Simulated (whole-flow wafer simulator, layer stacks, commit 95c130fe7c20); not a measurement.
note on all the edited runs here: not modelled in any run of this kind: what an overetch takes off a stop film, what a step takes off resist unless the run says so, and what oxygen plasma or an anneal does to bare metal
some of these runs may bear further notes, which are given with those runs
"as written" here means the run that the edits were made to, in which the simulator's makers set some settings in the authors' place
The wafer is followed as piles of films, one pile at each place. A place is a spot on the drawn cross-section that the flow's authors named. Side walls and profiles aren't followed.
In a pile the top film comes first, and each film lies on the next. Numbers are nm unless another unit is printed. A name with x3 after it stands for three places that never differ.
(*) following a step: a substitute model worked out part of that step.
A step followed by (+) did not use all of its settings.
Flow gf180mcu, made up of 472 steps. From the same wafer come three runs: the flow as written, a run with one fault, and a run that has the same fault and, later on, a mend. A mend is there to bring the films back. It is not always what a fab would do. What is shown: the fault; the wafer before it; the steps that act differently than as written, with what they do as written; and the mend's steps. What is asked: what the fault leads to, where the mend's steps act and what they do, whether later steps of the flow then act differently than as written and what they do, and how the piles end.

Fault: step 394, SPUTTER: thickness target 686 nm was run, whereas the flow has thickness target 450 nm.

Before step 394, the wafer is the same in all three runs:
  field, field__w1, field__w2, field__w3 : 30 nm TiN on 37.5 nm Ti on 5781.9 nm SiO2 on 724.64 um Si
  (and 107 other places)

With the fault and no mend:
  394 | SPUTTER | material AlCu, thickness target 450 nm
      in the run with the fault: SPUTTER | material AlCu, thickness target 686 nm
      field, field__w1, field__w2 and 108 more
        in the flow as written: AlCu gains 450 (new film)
        in the run with the fault: AlCu gains 686 (new film)
  Later steps of the flow acting differently than as written (not shown: 1 more step that differs only slightly, by at most 2% or 0.5 nm, whichever is larger):
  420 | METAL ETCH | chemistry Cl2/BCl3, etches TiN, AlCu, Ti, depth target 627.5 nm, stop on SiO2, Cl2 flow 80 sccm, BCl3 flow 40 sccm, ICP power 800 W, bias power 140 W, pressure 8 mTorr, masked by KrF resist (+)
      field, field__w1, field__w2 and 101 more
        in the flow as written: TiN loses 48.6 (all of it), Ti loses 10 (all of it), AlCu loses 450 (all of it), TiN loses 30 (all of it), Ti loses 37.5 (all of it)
        in the run with the fault: TiN loses 48.6 (all of it), Ti loses 10 (all of it), AlCu loses 568.9
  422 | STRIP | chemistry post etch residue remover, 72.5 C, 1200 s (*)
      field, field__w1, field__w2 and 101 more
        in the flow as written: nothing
        in the run with the fault: AlCu loses 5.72
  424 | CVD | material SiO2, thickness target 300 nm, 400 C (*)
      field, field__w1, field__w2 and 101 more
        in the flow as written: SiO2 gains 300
        in the run with the fault: SiO2 gains 300 (new film)
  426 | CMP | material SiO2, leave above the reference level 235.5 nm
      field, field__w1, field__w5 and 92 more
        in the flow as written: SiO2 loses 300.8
        in the run with the fault: SiO2 loses 243.7
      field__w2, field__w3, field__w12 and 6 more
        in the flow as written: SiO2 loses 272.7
        in the run with the fault: SiO2 loses 212.9
  By the end, the piles at field, field__w1, field__w2 and 109 more depart from the flow's by more than 2% or 0.5 nm, whichever is larger.
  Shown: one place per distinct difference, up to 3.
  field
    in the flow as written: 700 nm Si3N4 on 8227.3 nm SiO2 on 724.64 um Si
    in the run with the fault: 700 nm Si3N4 on 2502.5 nm SiO2 on 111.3 nm AlCu on 30 nm TiN on 37.5 nm Ti on 5781.9 nm SiO2 on 724.64 um Si
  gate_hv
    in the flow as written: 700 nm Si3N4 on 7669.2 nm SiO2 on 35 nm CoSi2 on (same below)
    in the run with the fault: 700 nm Si3N4 on 2502.5 nm SiO2 on 111.3 nm AlCu on 30 nm TiN on 37.5 nm Ti on 5223.8 nm SiO2 on 35 nm CoSi2 on (same below)
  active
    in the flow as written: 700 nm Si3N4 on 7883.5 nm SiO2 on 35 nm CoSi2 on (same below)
    in the run with the fault: 700 nm Si3N4 on 2502.5 nm SiO2 on 111.3 nm AlCu on 30 nm TiN on 37.5 nm Ti on 5438.1 nm SiO2 on 35 nm CoSi2 on (same below)

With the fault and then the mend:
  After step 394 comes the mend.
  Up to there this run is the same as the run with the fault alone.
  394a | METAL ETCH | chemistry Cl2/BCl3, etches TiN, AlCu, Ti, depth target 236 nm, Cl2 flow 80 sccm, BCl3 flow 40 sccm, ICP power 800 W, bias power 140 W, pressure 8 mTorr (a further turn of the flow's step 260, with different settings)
      field, field__w1, field__w2 and 108 more
        AlCu loses 236
  Every later step of the flow that is run acts as written at every place that is followed.
  By the end, the piles equal the flow's at every place that both follow.
